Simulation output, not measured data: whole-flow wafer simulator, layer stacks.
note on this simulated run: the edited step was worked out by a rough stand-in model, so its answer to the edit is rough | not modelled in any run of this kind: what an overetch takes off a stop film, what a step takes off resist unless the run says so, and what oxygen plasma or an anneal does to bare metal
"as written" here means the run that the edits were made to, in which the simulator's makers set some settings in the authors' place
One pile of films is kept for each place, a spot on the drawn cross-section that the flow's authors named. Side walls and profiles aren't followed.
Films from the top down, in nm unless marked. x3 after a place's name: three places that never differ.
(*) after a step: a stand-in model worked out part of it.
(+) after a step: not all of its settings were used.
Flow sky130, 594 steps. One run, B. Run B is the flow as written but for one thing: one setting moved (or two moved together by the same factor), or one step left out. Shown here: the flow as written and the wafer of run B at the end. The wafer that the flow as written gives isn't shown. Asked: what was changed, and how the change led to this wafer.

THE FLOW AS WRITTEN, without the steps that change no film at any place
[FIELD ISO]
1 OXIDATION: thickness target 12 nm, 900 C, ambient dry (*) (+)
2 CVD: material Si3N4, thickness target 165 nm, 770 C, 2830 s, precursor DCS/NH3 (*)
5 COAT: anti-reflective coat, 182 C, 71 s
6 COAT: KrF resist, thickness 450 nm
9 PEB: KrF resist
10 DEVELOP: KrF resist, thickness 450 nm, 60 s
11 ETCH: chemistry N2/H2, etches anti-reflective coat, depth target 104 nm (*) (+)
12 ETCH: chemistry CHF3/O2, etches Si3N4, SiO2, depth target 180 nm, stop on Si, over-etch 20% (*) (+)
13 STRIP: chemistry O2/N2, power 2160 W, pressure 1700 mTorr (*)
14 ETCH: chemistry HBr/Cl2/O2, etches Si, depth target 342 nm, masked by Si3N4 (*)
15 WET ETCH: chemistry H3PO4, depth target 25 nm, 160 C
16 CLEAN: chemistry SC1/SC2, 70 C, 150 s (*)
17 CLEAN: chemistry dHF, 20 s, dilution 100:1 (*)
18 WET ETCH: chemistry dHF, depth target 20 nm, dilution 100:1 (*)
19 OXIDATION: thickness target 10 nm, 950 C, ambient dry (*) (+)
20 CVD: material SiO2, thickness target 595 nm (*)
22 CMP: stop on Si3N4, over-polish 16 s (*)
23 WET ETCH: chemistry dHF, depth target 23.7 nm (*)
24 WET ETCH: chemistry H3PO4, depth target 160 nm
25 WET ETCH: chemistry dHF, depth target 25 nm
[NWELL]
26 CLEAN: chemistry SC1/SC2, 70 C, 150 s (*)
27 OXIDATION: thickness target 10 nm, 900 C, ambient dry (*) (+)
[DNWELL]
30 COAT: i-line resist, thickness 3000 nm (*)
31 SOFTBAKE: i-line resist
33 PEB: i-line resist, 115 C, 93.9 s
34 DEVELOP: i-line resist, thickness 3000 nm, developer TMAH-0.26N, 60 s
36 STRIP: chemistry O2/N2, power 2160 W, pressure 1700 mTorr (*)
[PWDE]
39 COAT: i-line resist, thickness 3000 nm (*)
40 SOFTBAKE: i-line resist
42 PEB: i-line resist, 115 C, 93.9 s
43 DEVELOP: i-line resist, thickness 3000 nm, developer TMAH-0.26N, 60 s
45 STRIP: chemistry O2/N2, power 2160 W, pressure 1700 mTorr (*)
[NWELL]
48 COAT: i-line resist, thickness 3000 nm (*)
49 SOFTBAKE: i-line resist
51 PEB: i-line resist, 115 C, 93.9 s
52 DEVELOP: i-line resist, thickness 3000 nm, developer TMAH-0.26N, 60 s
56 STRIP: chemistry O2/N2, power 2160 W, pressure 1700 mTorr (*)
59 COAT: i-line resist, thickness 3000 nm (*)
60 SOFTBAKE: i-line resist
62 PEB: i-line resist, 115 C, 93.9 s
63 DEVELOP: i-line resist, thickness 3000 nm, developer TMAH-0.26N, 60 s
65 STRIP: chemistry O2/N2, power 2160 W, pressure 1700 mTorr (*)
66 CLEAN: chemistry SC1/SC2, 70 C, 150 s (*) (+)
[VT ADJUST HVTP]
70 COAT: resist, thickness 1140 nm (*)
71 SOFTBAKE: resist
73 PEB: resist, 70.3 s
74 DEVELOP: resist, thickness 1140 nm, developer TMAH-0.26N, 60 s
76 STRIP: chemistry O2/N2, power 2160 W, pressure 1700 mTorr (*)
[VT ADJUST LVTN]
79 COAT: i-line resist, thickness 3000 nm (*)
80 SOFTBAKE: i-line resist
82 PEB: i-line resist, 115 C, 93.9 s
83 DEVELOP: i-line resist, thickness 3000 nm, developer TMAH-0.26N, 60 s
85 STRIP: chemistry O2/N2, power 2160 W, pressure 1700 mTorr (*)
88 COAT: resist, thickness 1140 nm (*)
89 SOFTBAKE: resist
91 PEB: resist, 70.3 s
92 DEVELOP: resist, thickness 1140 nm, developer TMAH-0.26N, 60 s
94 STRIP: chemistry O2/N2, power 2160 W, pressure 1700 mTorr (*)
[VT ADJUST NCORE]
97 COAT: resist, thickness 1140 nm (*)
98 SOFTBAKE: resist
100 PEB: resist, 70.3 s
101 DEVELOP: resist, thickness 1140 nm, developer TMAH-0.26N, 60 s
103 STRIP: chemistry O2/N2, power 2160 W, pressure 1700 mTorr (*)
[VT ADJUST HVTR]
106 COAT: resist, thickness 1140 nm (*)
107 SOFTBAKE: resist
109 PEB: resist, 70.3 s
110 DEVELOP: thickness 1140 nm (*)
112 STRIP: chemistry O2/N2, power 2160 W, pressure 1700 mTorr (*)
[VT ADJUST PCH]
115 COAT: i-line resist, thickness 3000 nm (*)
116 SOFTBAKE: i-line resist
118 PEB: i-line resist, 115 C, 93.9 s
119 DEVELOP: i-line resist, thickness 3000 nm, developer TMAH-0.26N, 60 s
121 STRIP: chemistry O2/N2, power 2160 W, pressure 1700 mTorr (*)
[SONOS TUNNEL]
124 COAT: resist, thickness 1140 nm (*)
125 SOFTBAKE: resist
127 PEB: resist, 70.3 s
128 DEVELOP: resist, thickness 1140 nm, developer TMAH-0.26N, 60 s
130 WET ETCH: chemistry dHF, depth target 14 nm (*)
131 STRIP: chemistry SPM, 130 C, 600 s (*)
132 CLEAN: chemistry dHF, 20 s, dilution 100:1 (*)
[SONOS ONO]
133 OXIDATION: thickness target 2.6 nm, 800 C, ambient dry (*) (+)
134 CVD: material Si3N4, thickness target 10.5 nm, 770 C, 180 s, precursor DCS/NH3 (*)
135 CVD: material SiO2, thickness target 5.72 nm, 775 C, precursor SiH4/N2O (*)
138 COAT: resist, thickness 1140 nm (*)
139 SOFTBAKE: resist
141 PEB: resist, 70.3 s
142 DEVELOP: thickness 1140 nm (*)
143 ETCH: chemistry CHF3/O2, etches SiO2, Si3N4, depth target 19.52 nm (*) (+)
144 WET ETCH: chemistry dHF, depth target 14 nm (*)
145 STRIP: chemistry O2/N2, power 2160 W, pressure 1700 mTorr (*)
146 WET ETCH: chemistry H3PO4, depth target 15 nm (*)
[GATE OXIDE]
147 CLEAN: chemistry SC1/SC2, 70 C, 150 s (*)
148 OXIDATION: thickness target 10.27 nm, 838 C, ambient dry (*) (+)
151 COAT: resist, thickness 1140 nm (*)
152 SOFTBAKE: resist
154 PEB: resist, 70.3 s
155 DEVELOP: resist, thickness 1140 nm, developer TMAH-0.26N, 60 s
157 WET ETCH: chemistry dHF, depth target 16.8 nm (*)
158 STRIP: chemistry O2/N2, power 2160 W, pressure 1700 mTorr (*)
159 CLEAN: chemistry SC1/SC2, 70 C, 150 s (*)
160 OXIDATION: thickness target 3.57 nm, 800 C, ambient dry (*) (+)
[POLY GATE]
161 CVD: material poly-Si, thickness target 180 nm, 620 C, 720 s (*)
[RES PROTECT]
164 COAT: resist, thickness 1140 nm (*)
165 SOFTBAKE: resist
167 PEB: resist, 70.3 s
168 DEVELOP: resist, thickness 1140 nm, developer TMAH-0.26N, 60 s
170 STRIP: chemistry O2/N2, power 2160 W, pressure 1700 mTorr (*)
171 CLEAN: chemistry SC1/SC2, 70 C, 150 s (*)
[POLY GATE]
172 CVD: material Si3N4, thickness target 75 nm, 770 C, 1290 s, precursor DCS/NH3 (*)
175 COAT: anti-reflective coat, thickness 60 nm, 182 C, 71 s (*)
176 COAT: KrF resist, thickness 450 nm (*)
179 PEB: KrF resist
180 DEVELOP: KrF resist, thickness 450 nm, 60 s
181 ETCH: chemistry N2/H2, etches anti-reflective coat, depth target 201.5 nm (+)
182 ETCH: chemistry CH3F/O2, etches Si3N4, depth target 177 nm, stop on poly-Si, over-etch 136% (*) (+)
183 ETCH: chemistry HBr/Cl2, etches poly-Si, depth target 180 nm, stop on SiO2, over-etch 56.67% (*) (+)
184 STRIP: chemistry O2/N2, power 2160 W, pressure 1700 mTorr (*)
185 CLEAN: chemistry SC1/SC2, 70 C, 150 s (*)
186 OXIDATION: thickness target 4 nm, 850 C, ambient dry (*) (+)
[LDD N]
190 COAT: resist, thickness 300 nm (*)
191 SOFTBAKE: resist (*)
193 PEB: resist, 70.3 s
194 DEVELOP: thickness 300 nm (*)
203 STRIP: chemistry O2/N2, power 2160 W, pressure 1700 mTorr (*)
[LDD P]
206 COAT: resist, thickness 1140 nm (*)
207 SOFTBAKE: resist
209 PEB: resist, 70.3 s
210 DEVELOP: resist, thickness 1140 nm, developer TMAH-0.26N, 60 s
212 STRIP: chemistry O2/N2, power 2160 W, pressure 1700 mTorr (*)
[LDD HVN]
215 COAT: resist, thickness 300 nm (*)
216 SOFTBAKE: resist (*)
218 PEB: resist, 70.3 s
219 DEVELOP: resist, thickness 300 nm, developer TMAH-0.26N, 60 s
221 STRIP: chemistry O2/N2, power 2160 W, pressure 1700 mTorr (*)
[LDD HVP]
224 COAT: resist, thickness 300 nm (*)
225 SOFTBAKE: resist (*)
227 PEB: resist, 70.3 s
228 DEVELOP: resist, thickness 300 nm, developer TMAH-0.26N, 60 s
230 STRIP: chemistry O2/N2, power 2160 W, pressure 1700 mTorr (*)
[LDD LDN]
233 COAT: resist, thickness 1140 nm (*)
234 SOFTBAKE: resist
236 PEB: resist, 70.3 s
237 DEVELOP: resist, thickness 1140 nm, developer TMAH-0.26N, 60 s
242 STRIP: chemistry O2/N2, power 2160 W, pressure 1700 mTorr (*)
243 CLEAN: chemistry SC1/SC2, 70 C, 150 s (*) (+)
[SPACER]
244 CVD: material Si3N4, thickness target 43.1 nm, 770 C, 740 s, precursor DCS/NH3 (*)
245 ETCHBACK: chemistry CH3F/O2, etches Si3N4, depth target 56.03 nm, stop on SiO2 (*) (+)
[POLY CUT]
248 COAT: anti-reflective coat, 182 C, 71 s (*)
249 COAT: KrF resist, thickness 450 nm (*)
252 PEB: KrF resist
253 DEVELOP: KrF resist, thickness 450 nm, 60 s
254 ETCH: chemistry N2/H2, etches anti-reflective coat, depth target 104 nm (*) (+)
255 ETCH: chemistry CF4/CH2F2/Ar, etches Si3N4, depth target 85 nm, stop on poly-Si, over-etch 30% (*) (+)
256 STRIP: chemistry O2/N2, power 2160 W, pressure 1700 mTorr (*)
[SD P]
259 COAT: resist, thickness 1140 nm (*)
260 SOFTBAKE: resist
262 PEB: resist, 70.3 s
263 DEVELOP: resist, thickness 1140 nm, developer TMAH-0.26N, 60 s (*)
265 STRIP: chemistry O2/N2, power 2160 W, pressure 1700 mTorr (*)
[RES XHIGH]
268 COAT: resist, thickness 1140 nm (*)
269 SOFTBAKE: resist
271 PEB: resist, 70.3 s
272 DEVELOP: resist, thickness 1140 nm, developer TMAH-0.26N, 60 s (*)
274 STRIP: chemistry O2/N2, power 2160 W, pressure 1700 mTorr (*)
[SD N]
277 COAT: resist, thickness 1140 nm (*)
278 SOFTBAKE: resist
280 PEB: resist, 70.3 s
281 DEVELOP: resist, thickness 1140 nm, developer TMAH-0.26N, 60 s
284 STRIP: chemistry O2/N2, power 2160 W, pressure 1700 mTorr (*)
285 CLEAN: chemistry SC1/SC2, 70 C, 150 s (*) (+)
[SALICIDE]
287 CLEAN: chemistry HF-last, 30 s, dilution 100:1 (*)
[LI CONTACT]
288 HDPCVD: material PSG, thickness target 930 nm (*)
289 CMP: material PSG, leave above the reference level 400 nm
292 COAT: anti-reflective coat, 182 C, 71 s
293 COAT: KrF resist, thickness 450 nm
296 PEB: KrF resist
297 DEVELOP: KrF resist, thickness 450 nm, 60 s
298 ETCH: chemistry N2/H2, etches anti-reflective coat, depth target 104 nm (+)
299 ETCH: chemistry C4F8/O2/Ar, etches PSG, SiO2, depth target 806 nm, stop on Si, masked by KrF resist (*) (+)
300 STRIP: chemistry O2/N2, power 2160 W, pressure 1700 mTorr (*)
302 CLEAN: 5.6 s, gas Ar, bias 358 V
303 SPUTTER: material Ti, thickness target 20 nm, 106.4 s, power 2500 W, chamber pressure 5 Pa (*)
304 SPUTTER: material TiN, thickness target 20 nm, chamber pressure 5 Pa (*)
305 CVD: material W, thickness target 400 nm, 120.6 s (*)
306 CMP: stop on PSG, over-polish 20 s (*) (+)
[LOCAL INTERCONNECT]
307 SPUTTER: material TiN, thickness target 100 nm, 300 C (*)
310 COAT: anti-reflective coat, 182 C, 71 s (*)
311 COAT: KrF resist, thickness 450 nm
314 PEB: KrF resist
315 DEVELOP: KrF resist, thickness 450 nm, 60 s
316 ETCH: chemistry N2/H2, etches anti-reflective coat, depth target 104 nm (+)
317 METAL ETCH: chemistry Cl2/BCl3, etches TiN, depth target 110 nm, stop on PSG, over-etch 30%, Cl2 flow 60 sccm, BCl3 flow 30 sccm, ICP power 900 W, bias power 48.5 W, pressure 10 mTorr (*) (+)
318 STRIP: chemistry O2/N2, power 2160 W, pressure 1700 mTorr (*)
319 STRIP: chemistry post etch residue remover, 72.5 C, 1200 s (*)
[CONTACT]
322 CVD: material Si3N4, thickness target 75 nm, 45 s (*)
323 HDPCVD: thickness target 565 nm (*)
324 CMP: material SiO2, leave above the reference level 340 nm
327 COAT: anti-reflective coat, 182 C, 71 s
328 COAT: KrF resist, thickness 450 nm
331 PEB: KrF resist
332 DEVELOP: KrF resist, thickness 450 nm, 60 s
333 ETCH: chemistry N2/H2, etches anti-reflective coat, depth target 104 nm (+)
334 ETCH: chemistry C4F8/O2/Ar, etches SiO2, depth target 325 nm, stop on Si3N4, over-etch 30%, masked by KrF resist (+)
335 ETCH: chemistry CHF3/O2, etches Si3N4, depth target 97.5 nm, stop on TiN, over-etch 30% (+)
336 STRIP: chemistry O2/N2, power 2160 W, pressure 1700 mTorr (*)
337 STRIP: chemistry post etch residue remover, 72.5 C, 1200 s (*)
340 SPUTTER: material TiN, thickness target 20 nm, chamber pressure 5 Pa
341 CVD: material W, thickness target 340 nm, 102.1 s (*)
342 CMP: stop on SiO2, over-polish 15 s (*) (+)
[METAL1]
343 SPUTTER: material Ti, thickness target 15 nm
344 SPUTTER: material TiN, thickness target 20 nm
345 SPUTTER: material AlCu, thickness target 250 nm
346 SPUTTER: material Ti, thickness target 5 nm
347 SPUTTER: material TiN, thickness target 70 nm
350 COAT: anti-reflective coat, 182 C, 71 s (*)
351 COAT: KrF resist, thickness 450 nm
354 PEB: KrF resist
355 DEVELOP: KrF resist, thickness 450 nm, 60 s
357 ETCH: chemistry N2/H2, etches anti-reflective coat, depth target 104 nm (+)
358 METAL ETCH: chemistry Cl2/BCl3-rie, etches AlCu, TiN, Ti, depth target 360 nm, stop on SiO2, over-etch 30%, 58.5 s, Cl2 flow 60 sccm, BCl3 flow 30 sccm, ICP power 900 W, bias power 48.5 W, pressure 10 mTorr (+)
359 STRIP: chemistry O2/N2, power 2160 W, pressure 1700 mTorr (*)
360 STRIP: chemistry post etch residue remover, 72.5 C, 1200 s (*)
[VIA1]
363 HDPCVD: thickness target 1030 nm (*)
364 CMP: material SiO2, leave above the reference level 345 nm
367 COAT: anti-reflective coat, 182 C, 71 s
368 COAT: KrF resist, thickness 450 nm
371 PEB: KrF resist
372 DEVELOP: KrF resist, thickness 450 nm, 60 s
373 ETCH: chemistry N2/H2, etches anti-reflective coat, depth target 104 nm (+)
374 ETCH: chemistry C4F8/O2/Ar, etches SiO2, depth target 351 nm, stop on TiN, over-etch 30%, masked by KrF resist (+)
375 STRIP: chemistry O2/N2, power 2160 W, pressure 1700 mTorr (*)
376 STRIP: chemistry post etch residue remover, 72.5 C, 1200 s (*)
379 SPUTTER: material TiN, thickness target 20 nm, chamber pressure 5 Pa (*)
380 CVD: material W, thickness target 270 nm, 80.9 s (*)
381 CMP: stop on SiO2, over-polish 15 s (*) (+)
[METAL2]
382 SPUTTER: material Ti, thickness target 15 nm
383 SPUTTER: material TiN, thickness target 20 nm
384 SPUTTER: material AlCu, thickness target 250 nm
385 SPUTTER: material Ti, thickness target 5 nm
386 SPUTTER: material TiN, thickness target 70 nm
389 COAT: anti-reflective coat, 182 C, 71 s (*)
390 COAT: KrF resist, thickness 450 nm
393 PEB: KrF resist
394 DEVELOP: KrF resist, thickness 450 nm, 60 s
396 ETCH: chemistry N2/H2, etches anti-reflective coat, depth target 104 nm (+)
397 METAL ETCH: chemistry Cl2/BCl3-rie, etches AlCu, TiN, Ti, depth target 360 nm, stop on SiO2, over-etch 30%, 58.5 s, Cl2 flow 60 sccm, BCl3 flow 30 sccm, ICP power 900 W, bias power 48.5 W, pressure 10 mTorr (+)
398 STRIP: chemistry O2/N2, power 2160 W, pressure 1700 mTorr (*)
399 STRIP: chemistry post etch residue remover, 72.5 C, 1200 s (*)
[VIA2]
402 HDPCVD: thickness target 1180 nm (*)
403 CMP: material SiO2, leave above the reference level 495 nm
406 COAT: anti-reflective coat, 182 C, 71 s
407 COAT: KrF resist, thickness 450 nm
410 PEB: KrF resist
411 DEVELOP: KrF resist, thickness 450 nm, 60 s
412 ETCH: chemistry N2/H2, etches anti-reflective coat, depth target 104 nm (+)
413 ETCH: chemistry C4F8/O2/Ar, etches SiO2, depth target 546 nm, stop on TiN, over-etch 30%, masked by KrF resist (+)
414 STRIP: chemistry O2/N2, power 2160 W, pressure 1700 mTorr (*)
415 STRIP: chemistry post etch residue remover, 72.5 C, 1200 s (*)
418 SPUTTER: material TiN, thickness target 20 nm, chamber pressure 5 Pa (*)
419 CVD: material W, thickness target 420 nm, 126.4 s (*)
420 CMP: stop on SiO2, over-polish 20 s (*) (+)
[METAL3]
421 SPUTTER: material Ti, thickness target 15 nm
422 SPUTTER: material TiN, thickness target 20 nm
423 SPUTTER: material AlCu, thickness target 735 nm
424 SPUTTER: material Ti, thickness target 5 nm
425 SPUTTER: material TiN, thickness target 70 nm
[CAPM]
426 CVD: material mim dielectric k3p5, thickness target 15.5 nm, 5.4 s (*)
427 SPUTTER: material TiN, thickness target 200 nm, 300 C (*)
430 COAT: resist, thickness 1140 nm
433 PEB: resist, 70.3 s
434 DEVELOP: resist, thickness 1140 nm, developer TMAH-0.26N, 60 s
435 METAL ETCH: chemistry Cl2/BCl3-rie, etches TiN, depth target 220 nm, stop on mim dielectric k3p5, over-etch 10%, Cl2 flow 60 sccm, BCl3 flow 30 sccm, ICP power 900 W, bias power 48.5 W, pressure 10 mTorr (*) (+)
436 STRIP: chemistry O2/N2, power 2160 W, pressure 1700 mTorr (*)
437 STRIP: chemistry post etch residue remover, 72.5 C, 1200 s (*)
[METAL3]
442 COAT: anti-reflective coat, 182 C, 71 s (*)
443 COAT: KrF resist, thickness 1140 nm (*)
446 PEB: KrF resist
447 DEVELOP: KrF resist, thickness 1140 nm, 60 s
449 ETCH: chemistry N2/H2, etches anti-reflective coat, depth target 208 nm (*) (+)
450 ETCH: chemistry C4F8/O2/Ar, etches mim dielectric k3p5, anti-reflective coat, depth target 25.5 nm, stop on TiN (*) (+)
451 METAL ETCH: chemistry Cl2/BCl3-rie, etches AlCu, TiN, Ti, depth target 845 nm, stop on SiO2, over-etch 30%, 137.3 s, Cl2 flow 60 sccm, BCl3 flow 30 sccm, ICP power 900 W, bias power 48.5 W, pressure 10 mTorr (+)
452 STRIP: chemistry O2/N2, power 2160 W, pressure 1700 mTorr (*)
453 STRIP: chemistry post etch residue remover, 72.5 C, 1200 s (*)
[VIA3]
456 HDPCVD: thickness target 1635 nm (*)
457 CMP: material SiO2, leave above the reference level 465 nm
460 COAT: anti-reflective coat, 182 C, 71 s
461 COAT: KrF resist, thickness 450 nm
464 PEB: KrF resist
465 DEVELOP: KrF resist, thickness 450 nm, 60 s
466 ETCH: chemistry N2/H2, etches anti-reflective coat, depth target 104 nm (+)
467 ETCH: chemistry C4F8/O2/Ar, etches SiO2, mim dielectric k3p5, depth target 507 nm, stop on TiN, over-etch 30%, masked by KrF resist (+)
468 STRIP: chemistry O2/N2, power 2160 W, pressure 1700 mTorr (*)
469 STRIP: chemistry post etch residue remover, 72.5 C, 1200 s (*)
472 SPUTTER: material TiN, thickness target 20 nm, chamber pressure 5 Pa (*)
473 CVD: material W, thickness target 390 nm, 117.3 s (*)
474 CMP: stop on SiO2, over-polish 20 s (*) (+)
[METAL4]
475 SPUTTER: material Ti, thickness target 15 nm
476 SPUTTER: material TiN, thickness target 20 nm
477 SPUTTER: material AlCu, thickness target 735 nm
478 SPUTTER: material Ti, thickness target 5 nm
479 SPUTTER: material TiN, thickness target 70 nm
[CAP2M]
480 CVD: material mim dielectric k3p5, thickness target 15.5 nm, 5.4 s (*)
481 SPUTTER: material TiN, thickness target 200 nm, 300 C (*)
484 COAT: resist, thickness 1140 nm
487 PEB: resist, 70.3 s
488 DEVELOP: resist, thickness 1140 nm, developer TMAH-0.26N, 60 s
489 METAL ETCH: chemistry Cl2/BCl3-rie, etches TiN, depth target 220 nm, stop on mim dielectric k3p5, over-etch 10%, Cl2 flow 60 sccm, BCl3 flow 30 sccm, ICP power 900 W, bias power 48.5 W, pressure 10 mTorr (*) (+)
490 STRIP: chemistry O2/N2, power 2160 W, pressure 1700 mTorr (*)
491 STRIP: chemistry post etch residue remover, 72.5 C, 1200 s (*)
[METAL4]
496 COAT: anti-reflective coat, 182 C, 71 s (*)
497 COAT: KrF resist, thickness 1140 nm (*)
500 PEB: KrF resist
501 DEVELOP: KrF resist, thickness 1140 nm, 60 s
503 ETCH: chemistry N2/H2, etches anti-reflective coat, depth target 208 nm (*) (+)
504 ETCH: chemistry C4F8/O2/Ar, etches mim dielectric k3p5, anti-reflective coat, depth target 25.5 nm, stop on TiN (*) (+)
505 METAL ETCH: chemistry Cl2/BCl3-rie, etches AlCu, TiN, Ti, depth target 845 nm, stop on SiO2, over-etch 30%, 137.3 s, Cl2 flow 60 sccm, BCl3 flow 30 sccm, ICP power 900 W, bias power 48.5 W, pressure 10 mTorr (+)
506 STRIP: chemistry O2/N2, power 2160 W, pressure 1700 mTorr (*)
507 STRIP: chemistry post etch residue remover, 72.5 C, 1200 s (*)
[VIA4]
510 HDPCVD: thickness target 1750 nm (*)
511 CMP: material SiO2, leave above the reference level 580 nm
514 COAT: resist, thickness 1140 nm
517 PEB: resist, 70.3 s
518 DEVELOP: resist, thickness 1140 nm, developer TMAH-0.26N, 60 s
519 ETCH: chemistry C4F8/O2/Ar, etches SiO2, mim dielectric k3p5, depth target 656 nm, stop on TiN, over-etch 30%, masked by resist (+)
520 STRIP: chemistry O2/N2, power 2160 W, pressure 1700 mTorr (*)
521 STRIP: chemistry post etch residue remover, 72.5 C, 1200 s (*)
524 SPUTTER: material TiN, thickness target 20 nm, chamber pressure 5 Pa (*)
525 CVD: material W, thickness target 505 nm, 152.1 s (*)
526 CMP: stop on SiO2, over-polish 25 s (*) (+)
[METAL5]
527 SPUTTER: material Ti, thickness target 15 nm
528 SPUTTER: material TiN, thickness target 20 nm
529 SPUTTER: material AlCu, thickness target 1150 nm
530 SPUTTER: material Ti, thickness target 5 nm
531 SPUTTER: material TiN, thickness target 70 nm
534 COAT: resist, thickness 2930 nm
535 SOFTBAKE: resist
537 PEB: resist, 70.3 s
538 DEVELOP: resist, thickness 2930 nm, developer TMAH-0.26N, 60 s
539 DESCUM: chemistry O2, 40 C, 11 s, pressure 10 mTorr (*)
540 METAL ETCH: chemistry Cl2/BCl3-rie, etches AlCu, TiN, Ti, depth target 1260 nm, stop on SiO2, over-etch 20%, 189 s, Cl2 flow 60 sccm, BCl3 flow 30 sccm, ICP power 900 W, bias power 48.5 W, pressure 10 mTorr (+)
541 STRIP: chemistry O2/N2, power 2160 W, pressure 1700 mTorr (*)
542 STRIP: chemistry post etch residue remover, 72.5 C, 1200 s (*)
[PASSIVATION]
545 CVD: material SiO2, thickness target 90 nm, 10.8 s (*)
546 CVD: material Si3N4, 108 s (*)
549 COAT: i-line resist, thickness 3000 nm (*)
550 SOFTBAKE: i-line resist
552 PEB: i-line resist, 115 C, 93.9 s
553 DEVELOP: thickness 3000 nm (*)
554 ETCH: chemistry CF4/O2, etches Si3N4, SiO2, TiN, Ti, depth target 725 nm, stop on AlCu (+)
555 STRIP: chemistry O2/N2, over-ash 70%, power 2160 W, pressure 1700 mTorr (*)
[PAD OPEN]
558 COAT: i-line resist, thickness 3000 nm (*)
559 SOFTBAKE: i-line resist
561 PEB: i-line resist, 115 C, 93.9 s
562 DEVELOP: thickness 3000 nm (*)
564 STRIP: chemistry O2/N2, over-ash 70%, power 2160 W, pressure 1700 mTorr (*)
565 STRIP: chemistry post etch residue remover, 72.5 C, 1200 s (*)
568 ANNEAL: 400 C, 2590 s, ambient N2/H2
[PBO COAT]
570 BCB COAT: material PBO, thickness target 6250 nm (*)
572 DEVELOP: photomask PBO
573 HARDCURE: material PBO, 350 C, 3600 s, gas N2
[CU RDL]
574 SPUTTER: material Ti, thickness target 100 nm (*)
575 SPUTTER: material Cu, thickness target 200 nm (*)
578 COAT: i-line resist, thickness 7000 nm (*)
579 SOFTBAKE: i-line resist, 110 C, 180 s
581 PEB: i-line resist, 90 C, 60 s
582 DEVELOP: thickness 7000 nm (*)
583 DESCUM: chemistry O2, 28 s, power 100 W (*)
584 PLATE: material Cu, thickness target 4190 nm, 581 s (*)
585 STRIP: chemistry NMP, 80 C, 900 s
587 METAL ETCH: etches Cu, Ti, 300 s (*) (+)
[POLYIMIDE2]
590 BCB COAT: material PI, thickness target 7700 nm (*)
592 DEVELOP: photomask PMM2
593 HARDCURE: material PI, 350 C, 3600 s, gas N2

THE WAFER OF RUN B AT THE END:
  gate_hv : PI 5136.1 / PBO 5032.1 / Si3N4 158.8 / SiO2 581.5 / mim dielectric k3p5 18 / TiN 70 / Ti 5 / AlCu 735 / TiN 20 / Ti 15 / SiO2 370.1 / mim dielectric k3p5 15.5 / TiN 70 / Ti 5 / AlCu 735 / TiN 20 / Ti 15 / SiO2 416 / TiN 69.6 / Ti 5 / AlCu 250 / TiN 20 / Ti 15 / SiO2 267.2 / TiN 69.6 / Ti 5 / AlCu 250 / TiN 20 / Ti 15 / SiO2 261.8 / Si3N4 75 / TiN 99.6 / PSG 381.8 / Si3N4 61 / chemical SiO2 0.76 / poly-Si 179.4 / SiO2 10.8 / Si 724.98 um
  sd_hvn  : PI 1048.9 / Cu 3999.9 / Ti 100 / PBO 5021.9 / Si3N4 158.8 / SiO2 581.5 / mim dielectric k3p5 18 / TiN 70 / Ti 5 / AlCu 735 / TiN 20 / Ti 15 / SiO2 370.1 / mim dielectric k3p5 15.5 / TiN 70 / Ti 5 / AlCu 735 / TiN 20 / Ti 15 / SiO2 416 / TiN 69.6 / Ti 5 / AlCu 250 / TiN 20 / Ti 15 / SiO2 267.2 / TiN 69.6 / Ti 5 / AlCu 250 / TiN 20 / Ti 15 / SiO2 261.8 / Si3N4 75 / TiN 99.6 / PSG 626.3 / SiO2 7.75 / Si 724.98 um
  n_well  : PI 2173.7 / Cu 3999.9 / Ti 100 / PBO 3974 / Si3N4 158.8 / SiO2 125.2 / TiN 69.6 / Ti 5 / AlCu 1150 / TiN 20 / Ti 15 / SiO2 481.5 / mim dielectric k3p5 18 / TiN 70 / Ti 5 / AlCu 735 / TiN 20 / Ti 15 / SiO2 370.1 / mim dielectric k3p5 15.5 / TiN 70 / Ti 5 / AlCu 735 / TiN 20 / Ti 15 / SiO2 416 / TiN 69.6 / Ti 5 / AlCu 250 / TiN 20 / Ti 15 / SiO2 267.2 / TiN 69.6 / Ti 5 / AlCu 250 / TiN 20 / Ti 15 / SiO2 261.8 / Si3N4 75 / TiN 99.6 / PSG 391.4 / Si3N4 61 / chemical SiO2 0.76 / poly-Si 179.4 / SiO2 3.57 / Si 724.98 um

The cause: step 480, CVD: thickness target 18 nm was run, where the flow has thickness target 15.5 nm; step 480, CVD: 6.26 s was run, where the flow has 5.4 s.
It can be read off the wafer: gate_hv has mim dielectric k3p5 18, and step 480 as written asks for 15.5 nm.

How the change led to this, step by step:
  480 CVD: material mim dielectric k3p5, thickness target 15.5 nm, 5.4 s (*)
      field, active, n_well and 189 more: mim dielectric k3p5 +18 (new film) (as written it would be: mim dielectric k3p5 +15.5 (new film))
  504 ETCH: chemistry C4F8/O2/Ar, etches mim dielectric k3p5, anti-reflective coat, depth target 25.5 nm, stop on TiN (*) (+)
      n_well, p_well, gate_hv and 102 more: KrF resist -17 (as written it would be: KrF resist -15.5)
      field, active, gate and 85 more: mim dielectric k3p5 -18 (all of it) (as written it would be: mim dielectric k3p5 -15.5 (all of it))
  519 ETCH: chemistry C4F8/O2/Ar, etches SiO2, mim dielectric k3p5, depth target 656 nm, stop on TiN, over-etch 30%, masked by resist (+)
      m1: SiO2 -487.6 (all of it), mim dielectric k3p5 -18 (all of it) (as written it would be: SiO2 -490.1 (all of it), mim dielectric k3p5 -15.5 (all of it))
      via4_hole: SiO2 -487 (all of it), mim dielectric k3p5 -18 (all of it) (as written it would be: SiO2 -489.5 (all of it), mim dielectric k3p5 -15.5 (all of it))
